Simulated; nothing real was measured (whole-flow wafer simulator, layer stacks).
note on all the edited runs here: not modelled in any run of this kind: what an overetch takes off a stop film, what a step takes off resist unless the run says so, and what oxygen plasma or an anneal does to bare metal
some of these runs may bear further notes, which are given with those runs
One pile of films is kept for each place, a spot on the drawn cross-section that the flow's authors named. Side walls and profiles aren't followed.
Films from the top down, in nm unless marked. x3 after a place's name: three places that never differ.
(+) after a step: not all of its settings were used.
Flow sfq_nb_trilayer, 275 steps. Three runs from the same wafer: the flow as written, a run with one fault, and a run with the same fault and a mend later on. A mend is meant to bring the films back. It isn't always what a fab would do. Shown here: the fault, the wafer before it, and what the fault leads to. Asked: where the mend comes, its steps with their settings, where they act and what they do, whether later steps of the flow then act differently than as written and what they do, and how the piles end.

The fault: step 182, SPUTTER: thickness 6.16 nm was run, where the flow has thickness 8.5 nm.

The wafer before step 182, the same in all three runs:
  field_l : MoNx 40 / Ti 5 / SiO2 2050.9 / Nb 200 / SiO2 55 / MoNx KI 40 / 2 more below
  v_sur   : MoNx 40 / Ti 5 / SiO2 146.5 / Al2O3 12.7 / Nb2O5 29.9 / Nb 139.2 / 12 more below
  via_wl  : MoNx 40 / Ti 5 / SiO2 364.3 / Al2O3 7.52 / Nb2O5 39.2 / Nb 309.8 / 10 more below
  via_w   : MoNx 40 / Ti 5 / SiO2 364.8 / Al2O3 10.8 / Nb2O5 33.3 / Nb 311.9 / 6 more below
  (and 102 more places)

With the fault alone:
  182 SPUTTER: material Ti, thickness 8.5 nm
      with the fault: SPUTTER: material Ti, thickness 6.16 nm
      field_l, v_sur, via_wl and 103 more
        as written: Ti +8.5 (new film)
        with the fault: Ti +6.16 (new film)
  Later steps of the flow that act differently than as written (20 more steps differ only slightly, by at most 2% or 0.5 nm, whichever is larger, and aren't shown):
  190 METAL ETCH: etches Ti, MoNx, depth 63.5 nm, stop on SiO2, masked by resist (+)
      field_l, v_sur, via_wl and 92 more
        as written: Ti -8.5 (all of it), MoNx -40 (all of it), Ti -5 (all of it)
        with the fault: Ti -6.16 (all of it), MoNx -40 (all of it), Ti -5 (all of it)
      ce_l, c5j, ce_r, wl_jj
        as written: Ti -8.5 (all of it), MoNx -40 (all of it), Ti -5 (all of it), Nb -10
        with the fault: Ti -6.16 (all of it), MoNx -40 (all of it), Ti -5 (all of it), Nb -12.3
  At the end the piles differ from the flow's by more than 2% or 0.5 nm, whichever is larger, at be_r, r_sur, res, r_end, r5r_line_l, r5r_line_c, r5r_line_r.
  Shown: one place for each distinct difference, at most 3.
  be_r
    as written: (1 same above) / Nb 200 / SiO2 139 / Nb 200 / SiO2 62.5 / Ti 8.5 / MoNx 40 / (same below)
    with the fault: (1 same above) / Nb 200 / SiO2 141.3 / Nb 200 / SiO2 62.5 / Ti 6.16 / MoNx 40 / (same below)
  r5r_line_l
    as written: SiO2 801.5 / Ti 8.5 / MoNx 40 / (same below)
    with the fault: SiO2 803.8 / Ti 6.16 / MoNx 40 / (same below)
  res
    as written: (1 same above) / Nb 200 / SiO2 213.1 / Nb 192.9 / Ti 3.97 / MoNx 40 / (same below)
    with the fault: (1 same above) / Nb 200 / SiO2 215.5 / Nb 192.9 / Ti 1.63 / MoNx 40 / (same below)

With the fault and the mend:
  The mend comes after step 182.
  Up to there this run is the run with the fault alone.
  182a SPUTTER: material Ti, thickness 2.34 nm (the flow's step 182 once more, with other settings)
      field_l, v_sur, via_wl and 103 more
        Ti +2.34
  No later step of the flow acts differently than as written at any place that is followed.
  At the end the piles are the same as the flow's at every place that both follow.
